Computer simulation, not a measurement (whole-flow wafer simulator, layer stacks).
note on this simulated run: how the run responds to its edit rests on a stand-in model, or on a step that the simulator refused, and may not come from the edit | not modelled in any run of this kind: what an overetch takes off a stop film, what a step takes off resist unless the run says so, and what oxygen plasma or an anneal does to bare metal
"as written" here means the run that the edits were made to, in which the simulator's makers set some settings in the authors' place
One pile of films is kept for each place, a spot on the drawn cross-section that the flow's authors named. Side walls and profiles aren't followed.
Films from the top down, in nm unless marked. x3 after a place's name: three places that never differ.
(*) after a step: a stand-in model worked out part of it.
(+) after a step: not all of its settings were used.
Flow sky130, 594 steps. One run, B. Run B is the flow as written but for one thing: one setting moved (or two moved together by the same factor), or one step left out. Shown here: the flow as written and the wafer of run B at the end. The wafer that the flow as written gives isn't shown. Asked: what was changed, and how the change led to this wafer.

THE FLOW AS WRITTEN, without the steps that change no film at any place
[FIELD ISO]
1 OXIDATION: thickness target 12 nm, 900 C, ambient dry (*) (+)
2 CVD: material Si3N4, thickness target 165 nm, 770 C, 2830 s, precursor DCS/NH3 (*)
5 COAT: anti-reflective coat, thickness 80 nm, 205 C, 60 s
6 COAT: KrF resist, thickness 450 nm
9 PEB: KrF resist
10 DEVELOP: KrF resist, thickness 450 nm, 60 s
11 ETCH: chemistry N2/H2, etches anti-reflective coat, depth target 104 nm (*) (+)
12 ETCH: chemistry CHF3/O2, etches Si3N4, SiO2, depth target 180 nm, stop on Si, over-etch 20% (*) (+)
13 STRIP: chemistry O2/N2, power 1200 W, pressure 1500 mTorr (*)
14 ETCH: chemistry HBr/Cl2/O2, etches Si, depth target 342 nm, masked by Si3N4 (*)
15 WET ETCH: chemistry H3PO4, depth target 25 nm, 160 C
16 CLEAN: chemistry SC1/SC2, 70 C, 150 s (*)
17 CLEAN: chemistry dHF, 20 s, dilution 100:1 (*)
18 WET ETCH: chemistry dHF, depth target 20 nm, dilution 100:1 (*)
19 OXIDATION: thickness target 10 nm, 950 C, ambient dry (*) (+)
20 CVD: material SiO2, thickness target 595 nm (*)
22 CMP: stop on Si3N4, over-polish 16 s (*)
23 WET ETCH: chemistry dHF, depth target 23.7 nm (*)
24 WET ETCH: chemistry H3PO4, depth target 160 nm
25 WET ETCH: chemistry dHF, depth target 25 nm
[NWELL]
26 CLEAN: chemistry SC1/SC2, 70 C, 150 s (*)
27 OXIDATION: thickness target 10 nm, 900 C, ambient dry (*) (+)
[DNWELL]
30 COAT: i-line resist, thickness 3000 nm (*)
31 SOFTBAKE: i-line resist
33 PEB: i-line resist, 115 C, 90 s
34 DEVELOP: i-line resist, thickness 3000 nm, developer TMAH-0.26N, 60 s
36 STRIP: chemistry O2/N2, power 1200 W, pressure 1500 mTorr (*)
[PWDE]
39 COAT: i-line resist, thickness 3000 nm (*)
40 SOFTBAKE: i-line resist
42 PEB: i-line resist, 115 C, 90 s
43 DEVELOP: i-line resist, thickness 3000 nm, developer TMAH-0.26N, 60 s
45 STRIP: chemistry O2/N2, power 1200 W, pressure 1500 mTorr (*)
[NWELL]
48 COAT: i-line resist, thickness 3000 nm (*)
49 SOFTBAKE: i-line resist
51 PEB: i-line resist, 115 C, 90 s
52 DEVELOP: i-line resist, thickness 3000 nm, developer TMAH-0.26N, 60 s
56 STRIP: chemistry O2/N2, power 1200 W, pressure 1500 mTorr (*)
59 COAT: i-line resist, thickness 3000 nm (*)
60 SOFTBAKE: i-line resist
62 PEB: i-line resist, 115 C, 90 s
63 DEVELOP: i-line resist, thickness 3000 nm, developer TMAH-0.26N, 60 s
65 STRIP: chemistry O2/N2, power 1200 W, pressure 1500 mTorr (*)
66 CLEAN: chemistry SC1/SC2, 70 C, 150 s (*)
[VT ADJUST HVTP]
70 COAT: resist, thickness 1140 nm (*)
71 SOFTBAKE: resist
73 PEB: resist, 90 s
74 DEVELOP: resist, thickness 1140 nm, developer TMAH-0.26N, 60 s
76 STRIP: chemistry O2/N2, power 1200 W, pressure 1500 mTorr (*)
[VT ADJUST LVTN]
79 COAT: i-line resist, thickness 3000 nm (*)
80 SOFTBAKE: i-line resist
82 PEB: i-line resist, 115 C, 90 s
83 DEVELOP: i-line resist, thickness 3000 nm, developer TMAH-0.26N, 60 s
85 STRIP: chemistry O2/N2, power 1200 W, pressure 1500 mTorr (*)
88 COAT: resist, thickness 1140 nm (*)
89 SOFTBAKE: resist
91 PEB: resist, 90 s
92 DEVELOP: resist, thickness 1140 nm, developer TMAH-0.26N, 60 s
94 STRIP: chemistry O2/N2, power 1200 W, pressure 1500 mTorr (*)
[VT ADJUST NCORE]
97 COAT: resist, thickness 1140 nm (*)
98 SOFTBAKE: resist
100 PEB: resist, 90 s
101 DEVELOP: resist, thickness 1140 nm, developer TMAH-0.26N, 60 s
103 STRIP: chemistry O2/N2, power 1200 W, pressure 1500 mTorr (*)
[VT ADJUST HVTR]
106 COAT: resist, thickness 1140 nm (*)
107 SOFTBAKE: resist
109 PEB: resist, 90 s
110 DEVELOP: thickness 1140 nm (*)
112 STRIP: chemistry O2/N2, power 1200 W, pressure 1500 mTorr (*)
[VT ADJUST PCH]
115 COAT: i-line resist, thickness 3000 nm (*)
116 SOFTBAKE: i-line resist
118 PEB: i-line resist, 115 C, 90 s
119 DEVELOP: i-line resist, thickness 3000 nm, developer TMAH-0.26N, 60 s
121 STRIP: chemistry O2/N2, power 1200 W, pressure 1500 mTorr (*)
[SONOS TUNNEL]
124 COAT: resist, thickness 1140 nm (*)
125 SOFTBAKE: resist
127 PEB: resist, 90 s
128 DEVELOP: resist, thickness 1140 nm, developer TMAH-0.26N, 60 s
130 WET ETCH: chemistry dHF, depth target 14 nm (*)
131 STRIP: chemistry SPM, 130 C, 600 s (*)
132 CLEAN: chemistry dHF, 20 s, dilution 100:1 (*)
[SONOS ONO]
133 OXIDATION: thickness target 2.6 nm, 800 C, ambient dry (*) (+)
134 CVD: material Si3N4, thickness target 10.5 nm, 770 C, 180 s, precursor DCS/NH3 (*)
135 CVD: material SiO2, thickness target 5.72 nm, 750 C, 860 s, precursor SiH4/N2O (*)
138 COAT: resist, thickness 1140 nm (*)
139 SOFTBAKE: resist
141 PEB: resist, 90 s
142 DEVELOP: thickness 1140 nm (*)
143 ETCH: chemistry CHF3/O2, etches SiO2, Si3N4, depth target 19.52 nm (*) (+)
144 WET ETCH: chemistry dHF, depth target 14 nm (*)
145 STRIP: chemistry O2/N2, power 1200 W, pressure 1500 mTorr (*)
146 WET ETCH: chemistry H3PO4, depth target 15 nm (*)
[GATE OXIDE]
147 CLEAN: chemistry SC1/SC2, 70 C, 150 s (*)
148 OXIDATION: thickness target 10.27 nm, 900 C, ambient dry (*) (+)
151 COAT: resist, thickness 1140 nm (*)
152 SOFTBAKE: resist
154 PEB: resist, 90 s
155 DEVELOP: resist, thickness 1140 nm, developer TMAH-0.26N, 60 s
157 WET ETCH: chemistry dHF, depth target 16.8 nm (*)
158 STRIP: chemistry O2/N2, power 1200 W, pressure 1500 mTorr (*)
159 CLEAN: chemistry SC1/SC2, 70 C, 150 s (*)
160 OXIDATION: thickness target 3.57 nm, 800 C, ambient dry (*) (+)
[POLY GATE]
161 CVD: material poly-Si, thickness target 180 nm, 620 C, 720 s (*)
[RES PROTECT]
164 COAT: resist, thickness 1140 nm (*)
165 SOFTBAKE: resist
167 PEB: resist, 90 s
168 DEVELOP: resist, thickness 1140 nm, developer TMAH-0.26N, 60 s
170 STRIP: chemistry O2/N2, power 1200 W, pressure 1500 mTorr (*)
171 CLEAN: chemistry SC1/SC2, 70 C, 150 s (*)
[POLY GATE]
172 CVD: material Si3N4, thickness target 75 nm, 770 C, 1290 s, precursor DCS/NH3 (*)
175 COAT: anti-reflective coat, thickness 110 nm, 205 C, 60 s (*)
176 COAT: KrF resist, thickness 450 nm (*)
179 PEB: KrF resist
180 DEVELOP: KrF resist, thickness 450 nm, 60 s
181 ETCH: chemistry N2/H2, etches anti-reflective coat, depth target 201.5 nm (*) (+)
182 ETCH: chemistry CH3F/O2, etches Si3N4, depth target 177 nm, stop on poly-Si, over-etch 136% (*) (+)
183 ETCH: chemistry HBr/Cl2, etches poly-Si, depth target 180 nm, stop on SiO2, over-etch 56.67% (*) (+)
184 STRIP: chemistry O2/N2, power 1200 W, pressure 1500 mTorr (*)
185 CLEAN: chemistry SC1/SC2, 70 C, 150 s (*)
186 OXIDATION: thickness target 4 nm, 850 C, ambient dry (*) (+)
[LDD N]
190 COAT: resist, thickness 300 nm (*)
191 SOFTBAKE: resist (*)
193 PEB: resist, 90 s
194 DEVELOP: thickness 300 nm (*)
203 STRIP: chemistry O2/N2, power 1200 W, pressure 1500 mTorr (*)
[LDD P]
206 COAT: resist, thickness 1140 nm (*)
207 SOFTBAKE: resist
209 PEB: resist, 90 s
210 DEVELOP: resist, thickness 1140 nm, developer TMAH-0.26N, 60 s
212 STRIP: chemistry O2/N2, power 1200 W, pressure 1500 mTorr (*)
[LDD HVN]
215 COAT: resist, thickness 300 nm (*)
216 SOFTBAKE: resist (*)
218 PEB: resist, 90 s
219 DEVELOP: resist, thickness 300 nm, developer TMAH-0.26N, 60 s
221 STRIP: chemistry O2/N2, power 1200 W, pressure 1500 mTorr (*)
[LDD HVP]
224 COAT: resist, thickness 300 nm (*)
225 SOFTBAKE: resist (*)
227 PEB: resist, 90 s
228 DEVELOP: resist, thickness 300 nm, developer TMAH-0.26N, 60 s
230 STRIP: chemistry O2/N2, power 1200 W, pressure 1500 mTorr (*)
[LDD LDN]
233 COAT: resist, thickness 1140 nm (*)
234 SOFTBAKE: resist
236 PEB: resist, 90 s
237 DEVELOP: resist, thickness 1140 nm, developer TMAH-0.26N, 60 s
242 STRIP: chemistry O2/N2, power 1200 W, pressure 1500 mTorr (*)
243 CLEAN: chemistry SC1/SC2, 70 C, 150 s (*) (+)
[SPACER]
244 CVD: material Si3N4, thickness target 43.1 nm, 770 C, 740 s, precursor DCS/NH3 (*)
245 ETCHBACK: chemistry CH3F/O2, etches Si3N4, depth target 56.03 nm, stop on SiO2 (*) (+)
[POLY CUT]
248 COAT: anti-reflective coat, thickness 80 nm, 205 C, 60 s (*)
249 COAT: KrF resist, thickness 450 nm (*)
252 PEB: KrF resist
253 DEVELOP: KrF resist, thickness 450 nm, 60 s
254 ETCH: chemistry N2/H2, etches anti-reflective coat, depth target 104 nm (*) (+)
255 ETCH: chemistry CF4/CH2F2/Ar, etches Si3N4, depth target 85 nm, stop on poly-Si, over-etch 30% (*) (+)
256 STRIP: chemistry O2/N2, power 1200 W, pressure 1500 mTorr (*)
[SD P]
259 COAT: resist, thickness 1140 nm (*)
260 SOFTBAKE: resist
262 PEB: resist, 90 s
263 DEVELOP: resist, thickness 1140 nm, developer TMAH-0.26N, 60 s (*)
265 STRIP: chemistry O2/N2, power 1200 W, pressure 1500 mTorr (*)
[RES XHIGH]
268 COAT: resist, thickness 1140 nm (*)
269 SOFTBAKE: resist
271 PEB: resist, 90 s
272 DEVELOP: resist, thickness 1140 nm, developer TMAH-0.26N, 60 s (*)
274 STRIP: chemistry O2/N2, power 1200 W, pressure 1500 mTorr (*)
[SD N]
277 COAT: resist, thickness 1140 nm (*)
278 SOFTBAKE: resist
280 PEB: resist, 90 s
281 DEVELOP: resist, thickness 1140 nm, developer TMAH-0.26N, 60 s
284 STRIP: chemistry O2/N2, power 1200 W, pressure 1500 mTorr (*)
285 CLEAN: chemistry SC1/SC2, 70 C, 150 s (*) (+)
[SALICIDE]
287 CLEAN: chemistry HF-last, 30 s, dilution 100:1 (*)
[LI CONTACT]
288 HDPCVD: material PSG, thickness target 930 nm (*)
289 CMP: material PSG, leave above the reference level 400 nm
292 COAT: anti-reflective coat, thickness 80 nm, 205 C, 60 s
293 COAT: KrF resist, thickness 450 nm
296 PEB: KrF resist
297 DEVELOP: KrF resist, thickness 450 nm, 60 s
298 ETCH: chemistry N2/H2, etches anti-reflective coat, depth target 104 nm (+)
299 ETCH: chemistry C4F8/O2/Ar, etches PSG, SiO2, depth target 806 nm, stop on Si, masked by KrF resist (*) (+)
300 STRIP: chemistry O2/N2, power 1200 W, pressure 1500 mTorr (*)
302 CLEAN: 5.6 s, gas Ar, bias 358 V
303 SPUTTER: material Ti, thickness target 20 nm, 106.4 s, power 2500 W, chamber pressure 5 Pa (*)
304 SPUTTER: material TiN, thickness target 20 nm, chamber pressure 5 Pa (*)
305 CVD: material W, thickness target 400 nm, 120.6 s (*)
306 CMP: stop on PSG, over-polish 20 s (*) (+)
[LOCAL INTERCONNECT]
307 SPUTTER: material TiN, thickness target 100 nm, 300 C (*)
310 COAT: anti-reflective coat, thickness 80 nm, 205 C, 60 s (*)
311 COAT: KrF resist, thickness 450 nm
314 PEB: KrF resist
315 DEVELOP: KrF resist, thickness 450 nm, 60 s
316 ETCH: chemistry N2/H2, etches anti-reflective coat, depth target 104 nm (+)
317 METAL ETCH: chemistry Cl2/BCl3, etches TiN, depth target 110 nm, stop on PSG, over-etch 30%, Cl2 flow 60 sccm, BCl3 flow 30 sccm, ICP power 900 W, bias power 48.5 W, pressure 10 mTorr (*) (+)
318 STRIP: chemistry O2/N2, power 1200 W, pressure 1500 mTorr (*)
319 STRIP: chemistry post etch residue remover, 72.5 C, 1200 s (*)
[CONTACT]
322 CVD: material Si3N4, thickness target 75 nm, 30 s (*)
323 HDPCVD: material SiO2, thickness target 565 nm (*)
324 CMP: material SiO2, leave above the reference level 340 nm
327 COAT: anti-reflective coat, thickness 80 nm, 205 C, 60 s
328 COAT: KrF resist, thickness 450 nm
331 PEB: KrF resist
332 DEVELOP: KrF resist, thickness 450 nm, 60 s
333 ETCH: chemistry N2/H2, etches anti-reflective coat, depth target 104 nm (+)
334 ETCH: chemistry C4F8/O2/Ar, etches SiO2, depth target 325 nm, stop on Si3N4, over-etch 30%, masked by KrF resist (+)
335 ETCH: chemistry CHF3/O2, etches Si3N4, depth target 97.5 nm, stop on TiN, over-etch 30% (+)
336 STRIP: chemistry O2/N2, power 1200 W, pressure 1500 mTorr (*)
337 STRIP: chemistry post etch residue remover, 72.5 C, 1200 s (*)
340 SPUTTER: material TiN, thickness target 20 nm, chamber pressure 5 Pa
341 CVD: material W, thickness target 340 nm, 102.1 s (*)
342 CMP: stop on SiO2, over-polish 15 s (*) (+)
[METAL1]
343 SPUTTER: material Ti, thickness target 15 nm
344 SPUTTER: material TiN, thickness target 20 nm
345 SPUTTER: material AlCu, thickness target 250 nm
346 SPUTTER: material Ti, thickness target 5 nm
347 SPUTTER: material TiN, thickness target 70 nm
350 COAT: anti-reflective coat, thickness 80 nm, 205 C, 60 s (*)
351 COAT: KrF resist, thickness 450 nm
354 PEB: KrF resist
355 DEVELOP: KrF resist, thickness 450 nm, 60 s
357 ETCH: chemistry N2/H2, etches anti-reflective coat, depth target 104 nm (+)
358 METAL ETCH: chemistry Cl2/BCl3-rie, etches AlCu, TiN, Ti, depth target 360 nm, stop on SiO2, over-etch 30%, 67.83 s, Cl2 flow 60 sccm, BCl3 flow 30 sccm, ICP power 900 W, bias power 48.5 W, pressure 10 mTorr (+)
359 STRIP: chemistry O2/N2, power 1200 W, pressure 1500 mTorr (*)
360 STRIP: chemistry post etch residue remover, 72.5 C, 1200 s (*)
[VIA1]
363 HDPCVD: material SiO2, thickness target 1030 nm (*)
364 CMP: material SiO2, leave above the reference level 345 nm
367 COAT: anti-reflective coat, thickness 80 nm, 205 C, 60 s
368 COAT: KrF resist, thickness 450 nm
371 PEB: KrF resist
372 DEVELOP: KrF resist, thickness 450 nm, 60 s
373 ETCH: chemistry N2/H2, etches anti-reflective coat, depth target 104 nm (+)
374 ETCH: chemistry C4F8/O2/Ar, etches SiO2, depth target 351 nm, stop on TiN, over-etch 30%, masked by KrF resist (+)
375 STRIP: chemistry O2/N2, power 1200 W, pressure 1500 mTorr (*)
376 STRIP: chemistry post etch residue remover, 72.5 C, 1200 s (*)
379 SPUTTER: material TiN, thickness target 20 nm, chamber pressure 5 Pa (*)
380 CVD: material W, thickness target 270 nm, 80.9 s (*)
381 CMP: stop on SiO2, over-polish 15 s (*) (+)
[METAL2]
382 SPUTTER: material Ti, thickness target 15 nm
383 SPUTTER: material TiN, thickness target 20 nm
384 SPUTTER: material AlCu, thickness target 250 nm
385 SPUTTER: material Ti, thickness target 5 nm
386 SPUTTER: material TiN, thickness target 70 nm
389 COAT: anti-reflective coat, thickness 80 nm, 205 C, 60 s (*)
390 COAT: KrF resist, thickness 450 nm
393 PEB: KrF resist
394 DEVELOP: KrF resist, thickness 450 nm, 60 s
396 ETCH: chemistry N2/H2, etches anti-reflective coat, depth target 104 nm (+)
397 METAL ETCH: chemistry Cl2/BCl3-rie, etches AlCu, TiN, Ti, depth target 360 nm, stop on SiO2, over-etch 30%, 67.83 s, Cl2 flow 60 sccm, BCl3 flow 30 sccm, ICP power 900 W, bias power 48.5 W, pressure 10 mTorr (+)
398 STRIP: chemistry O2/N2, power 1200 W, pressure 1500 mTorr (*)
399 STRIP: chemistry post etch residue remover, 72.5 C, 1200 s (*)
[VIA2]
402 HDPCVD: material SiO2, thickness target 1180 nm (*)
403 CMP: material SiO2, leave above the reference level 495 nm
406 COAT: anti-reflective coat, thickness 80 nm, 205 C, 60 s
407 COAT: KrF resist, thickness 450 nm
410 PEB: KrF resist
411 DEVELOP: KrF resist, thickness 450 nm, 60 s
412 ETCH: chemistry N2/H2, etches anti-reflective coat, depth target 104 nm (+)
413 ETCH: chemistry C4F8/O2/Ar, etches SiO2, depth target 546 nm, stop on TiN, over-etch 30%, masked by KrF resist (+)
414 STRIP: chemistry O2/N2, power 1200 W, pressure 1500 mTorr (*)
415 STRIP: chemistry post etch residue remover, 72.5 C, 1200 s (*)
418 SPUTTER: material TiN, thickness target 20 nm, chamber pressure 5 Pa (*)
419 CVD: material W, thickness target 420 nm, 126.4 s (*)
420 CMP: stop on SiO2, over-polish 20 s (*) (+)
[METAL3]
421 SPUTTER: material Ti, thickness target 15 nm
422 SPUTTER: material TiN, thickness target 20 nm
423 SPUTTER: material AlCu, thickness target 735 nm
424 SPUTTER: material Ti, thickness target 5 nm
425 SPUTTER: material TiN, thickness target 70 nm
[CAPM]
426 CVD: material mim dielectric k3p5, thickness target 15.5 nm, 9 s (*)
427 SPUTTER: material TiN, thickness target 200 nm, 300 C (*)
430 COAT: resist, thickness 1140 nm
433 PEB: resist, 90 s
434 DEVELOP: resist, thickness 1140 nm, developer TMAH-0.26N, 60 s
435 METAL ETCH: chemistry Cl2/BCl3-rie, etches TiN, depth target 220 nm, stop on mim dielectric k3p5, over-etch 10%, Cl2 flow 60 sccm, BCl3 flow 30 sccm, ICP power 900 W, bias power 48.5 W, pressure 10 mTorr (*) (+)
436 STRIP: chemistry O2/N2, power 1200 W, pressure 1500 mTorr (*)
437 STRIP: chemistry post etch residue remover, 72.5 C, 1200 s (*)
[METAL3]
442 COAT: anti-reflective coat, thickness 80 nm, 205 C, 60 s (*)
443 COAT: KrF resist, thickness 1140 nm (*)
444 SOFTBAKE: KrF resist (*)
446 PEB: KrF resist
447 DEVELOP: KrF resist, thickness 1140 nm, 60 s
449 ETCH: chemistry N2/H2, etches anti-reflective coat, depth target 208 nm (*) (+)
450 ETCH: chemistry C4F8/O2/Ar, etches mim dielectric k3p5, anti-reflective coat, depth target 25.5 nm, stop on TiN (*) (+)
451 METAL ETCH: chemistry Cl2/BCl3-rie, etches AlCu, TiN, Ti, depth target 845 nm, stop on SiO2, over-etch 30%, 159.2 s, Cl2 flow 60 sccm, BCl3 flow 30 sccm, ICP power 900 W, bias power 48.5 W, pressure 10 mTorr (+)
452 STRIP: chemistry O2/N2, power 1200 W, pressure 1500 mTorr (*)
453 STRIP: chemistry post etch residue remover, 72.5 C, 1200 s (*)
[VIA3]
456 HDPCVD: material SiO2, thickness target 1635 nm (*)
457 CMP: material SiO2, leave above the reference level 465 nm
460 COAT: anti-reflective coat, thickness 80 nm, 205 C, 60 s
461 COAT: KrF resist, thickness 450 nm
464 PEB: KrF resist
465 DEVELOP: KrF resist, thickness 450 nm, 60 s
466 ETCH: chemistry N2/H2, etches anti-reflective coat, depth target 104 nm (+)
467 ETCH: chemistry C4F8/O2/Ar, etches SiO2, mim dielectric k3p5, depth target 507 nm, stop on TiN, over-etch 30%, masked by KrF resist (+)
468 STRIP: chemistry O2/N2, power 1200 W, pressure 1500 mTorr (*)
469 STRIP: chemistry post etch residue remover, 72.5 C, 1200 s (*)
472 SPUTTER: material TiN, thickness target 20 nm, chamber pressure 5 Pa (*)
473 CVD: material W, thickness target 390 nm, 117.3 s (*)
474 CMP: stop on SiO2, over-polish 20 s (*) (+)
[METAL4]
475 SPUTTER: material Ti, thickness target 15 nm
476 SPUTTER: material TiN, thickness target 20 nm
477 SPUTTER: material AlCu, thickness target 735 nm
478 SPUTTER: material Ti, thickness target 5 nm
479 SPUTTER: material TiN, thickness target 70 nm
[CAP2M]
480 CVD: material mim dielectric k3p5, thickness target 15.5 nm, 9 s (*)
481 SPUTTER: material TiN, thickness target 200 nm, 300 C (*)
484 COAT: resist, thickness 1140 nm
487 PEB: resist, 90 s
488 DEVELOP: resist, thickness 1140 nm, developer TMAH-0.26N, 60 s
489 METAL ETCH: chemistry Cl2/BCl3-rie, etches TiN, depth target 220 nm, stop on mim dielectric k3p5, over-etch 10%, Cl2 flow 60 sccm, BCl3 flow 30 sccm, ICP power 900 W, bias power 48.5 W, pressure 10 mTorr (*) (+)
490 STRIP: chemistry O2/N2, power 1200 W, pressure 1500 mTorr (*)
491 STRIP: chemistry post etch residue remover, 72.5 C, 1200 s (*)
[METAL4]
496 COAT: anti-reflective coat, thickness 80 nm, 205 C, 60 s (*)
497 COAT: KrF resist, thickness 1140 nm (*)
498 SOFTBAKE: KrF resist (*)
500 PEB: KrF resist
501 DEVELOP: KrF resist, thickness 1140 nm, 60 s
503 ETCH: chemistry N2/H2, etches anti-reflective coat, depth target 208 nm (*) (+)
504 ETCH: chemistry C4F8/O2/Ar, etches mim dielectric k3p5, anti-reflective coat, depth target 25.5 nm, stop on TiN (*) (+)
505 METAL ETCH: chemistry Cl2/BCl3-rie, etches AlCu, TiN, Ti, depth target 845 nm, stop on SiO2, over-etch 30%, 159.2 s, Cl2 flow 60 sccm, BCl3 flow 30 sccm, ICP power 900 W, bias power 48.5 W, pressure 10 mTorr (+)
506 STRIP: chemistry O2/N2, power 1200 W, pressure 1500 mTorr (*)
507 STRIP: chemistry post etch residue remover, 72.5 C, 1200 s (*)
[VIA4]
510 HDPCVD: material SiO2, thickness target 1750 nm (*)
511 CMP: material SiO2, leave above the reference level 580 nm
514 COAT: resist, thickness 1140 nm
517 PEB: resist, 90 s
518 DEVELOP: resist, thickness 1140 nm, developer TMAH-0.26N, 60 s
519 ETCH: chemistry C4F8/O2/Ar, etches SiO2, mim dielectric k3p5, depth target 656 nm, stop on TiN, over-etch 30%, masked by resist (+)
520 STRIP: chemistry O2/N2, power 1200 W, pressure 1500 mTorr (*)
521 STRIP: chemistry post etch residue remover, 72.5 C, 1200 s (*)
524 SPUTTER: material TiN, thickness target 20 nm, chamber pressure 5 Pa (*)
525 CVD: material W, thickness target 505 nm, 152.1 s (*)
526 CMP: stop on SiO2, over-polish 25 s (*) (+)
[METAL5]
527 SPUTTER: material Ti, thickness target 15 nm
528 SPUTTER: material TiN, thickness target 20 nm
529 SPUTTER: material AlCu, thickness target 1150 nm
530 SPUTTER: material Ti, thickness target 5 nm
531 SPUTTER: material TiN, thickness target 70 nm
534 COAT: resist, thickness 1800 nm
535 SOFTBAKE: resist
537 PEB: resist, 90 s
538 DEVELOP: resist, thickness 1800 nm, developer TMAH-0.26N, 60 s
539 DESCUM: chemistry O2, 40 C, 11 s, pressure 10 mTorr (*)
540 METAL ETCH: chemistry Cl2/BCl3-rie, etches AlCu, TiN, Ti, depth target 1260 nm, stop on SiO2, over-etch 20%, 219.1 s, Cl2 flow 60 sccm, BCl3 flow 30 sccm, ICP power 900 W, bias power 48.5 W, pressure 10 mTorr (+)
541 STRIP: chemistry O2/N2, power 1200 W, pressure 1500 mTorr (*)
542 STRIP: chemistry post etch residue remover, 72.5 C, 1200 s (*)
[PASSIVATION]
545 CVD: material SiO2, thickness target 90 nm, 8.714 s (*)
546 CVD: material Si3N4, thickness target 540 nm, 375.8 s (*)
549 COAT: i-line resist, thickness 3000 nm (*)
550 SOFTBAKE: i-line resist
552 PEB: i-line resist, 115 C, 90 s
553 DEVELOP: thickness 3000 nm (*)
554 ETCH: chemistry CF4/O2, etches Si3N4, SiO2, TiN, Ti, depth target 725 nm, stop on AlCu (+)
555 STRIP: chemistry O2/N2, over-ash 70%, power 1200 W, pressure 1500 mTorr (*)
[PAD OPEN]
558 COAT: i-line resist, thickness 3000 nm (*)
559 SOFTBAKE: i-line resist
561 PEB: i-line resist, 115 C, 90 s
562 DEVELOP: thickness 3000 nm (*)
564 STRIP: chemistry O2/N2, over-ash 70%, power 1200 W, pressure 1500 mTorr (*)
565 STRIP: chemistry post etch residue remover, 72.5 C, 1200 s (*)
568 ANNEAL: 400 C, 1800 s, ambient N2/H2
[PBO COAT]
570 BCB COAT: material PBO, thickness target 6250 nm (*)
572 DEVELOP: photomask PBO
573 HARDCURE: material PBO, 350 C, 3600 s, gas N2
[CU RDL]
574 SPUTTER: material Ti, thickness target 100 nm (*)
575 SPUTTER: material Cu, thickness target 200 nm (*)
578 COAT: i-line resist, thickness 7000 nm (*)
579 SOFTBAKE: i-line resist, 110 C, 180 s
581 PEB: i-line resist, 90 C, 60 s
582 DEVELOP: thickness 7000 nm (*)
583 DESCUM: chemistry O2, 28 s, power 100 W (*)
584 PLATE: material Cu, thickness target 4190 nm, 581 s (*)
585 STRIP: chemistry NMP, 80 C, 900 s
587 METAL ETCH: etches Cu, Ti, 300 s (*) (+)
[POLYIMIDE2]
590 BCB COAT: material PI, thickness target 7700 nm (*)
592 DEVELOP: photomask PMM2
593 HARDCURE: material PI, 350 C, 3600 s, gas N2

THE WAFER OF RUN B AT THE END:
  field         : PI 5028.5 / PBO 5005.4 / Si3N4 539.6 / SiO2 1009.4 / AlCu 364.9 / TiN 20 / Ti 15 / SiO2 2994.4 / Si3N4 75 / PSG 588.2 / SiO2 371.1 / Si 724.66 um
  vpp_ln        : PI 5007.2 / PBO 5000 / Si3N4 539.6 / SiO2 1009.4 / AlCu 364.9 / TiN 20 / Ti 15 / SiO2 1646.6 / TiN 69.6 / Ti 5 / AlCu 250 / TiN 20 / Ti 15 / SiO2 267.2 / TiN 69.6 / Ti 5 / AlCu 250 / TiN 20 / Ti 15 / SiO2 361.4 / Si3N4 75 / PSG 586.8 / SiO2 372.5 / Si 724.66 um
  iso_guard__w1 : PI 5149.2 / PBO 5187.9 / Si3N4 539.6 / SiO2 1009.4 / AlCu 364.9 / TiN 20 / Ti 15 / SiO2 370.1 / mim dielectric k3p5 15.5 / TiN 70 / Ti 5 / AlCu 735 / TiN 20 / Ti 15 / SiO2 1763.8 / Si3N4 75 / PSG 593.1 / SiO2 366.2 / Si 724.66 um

The cause: step 505, METAL ETCH: depth target 338 nm was run, where the flow has depth target 845 nm.

How the change led to this, step by step:
  505 METAL ETCH: chemistry Cl2/BCl3-rie, etches AlCu, TiN, Ti, depth target 845 nm, stop on SiO2, over-etch 30%, 159.2 s, Cl2 flow 60 sccm, BCl3 flow 30 sccm, ICP power 900 W, bias power 48.5 W, pressure 10 mTorr (+)
      field, active, gate and 70 more: TiN -70 (all of it), Ti -5 (all of it), AlCu -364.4 (as written it would be: TiN -70 (all of it), Ti -5 (all of it), AlCu -735 (all of it), TiN -20 (all of it), Ti -15 (all of it), SiO2 -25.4)
      vpp_iso1, mim_edge_plate, m1_ln and 12 more: TiN -70 (all of it), Ti -5 (all of it), AlCu -364.4 (as written it would be: TiN -70 (all of it), Ti -5 (all of it), AlCu -735 (all of it), TiN -20 (all of it), Ti -15 (all of it), SiO2 -25.3)
      (and at 105 more places)
  506 STRIP: chemistry O2/N2, power 1200 W, pressure 1500 mTorr (*)
      gate_hv, mim, dice_street and 74 more: KrF resist -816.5 (all of it), anti-reflective coat -80 (all of it) (as written it would be: KrF resist -486.9 (all of it), anti-reflective coat -80 (all of it))
      n_well, p_well, sd_n, sd_p, pad, mim_edge_plate_strap, mim_edge_gap_sheet: KrF resist -816.4 (all of it), anti-reflective coat -80 (all of it) (as written it would be: KrF resist -486.9 (all of it), anti-reflective coat -80 (all of it))
      (and at 21 more places)
  507 STRIP: chemistry post etch residue remover, 72.5 C, 1200 s (*)
      field, active, gate and 85 more: AlCu -5.72 (as written it would be: nothing)
  510 HDPCVD: material SiO2, thickness target 1750 nm (*)
      field, active, gate and 85 more: SiO2 +1750 (new film) (as written it would be: SiO2 +1750)
  511 CMP: material SiO2, leave above the reference level 580 nm
      field, active, gate and 76 more: SiO2 -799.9 (as written it would be: SiO2 -374.7)
      iso_guard__w1, mim_edge_gap, vpp_l1ln and 6 more: SiO2 -799.9 (as written it would be: SiO2 -374.6)
Counting metal films that touch as one body, field has 1 body; the flow as written gives 0 bodies.
Counting metal films that touch as one body, vpp_ln has 3 bodies (between them, from the top down: SiO2 1646.6; SiO2 267.2); the flow as written gives 2 bodies (between them, from the top down: SiO2 267.2).
Counting metal films that touch as one body, iso_guard__w1 has 2 bodies (between them, from the top down: SiO2 370.1 / mim dielectric k3p5 15.5); the flow as written gives 1 body.
